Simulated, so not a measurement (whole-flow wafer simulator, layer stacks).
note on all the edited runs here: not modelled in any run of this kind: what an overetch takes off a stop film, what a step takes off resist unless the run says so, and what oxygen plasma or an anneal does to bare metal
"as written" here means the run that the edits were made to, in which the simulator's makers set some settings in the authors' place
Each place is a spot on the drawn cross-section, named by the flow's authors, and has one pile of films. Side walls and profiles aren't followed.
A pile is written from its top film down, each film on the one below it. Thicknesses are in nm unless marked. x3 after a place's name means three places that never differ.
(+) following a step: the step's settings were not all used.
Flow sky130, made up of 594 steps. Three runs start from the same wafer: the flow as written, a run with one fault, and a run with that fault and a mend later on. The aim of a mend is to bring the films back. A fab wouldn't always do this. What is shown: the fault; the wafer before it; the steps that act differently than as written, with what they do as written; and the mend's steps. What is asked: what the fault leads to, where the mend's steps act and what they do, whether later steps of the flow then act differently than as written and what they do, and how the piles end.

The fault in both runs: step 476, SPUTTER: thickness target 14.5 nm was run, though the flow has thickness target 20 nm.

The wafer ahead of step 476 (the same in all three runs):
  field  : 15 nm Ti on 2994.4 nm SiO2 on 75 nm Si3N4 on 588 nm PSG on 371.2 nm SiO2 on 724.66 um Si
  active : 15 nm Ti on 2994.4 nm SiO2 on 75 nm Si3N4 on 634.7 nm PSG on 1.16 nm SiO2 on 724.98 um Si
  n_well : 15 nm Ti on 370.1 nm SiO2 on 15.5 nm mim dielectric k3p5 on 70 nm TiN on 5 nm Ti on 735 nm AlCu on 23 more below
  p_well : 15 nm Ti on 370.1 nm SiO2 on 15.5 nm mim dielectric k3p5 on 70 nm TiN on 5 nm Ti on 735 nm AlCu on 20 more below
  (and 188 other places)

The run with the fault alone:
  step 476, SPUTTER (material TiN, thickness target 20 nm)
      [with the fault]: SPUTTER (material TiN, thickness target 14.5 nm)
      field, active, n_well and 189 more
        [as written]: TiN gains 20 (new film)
        [with the fault]: TiN gains 14.5 (new film)
  Steps further on in the flow that do not act as written (8 other steps are not shown; they differ only slightly, by no more than 2% or 0.5 nm, whichever is larger):
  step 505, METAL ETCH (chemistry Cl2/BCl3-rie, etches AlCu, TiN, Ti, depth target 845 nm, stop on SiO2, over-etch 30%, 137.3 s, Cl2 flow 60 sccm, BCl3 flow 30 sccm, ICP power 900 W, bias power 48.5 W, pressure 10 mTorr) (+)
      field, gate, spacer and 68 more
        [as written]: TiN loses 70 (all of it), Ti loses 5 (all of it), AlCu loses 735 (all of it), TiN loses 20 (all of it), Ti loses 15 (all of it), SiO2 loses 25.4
        [with the fault]: TiN loses 70 (all of it), Ti loses 5 (all of it), AlCu loses 735 (all of it), TiN loses 14.5 (all of it), Ti loses 15 (all of it), SiO2 loses 25.9
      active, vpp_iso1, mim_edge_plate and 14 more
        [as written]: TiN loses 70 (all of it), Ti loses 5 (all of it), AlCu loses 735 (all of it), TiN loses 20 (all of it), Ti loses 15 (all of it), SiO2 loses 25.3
        [with the fault]: TiN loses 70 (all of it), Ti loses 5 (all of it), AlCu loses 735 (all of it), TiN loses 14.5 (all of it), Ti loses 15 (all of it), SiO2 loses 25.9
  By the end, the piles at n_well, p_well, gate_hv and 102 more depart from the flow's by more than 2% or 0.5 nm, whichever is larger.
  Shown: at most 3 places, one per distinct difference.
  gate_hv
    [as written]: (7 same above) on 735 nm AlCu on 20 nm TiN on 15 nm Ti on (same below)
    [with the fault]: (7 same above) on 735 nm AlCu on 14.5 nm TiN on 15 nm Ti on (same below)
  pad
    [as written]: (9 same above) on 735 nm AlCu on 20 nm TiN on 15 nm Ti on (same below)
    [with the fault]: (9 same above) on 735 nm AlCu on 14.5 nm TiN on 15 nm Ti on (same below)
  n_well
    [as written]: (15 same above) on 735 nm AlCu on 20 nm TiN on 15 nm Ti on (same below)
    [with the fault]: (15 same above) on 735 nm AlCu on 14.5 nm TiN on 15 nm Ti on (same below)

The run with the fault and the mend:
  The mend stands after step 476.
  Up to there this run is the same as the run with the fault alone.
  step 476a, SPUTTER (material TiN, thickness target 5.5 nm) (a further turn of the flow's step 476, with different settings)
      field, active, n_well and 189 more
        TiN gains 5.5
  Every later step of the flow that is run acts as written at every place that is followed.
  By the end, the piles equal the flow's at every place that both follow.
